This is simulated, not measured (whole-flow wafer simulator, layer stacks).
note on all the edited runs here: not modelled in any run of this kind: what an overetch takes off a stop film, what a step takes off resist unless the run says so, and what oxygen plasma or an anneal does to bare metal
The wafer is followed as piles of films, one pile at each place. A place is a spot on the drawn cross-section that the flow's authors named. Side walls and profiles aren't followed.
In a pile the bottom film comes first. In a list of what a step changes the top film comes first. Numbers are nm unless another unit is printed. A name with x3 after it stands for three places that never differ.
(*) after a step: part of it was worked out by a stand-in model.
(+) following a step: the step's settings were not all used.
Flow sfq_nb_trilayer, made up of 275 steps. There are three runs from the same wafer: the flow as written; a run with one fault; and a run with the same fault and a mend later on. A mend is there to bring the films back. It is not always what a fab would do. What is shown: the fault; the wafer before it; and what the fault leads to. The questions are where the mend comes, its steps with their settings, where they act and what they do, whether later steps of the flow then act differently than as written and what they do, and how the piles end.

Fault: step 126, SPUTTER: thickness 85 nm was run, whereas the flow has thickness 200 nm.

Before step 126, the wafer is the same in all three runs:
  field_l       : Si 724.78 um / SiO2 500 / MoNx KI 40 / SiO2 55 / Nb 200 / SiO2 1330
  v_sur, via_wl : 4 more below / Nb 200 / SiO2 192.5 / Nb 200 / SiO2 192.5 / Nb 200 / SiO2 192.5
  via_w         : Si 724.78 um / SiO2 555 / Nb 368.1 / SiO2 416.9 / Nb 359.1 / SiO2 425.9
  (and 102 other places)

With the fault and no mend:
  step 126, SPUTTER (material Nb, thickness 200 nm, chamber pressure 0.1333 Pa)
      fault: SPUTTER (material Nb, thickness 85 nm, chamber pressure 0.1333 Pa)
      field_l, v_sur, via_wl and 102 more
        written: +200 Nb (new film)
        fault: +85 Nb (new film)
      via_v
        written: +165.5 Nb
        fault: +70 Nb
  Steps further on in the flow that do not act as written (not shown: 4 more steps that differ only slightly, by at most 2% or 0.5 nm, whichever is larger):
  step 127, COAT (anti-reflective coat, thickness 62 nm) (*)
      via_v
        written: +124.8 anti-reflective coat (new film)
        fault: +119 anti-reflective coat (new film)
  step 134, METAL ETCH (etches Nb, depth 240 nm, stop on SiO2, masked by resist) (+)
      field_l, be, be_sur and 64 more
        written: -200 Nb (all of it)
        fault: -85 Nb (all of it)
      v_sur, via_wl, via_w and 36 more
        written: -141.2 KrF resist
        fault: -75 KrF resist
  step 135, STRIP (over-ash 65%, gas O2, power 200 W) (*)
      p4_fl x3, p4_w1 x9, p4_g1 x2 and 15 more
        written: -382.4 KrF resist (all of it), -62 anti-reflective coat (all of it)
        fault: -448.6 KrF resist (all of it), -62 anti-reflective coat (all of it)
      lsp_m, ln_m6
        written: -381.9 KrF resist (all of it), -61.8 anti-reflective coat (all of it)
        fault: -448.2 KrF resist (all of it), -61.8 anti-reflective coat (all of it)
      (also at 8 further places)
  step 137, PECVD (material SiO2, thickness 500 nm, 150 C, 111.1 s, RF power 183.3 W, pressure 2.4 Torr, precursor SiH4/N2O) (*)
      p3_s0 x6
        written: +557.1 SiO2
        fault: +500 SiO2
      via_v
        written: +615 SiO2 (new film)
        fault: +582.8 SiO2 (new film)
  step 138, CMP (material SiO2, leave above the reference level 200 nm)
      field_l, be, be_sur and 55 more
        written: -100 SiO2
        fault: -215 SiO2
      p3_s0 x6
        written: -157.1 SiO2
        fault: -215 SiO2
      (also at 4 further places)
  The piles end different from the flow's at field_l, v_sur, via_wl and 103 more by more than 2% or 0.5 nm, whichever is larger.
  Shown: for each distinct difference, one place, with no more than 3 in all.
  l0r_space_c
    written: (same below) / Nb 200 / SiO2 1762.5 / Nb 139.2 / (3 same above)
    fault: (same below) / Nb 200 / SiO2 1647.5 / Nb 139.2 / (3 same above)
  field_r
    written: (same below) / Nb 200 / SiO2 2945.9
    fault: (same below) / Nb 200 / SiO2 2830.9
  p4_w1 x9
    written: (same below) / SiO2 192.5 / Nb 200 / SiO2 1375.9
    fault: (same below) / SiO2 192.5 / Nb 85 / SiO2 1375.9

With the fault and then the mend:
  The mend follows step 126.
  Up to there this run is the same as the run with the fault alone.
  step 126a, SPUTTER (material Nb, thickness 115 nm, chamber pressure 0.1333 Pa) (a further turn of the flow's step 126, with different settings)
      field_l, v_sur, via_wl and 102 more
        +115 Nb
      via_v
        +94.9 Nb
  Every later step of the flow that is run acts as written, at every place that is followed, to within 2% or 0.5 nm, whichever is larger.
  At the end the piles are close to the flow's at the places that both follow, differing by at most 2% or 0.5 nm, whichever is larger.
